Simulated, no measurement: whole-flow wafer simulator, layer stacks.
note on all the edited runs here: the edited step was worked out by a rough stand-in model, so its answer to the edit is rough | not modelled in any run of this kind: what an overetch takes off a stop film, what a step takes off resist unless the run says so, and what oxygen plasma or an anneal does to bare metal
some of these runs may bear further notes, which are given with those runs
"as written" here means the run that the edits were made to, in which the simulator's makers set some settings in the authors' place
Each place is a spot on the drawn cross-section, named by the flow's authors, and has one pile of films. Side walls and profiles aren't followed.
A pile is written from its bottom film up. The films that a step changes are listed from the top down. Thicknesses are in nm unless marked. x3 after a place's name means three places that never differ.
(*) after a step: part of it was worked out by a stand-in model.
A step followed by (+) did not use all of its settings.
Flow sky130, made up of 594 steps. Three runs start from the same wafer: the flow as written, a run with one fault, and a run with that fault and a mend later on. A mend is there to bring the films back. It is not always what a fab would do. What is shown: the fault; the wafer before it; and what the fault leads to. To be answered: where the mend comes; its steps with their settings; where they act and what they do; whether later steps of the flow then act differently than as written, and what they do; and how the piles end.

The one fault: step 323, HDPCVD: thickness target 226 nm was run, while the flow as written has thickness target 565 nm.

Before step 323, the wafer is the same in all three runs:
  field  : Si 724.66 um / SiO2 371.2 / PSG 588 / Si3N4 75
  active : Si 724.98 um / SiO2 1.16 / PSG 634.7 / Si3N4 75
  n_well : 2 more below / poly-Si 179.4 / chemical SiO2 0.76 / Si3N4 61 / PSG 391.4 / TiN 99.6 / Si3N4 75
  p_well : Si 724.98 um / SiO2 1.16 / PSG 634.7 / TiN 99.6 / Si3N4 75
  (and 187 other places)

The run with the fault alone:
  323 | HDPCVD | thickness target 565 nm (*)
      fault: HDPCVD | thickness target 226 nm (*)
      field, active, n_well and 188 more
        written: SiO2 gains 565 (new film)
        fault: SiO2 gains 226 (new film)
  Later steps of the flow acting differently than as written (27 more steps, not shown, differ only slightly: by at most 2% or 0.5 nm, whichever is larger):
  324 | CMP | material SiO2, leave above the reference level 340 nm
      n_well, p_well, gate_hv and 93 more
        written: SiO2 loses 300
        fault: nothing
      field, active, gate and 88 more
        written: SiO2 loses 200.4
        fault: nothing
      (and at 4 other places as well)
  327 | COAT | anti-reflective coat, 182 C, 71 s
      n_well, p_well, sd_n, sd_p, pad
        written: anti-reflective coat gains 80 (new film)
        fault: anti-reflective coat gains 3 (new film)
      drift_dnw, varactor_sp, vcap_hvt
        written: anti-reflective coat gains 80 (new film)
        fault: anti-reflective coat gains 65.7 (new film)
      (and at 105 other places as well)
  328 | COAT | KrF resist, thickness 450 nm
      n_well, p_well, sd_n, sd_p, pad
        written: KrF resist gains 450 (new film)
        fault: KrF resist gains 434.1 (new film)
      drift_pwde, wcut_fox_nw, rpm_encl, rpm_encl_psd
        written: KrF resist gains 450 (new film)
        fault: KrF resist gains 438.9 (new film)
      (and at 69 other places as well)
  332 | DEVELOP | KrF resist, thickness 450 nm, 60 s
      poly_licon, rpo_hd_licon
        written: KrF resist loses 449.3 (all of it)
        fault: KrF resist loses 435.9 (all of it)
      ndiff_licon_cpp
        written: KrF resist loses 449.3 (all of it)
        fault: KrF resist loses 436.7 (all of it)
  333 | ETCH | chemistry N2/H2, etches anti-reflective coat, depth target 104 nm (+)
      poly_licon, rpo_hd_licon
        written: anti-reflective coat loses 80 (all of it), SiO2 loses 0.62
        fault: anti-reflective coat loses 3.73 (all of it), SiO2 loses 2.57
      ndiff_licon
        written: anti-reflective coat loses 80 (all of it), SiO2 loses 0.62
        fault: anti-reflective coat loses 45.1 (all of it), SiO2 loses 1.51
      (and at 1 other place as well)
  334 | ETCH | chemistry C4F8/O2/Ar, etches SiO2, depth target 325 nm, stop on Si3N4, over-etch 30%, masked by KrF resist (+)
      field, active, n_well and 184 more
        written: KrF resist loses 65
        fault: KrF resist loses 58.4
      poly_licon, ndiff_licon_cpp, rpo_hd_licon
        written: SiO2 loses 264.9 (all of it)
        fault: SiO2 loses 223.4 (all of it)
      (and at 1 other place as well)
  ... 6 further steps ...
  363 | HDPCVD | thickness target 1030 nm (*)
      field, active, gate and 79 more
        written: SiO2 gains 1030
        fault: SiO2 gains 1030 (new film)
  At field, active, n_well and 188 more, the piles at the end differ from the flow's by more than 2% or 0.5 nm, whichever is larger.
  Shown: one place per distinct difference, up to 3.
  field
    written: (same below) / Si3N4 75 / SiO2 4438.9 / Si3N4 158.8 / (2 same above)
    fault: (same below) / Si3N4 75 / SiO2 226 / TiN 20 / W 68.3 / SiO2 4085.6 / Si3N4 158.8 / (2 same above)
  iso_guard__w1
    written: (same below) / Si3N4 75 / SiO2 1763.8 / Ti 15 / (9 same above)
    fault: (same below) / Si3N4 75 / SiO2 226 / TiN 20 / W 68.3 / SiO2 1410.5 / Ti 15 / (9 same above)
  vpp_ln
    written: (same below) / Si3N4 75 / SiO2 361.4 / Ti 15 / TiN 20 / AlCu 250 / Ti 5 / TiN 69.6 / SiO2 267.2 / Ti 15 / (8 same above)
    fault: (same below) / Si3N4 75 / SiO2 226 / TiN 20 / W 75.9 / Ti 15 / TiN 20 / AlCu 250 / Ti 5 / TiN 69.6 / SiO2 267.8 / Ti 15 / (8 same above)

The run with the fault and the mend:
  The mend stands after step 323.
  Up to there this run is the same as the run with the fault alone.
  323a | HDPCVD | thickness target 339 nm (*) (the flow's step 323, run once more with other settings)
      field, active, n_well and 188 more
        SiO2 gains 339
  Every later step of the flow that is run acts as written at every place that is followed.
  The piles end the same as the flow's at every place that both follow.
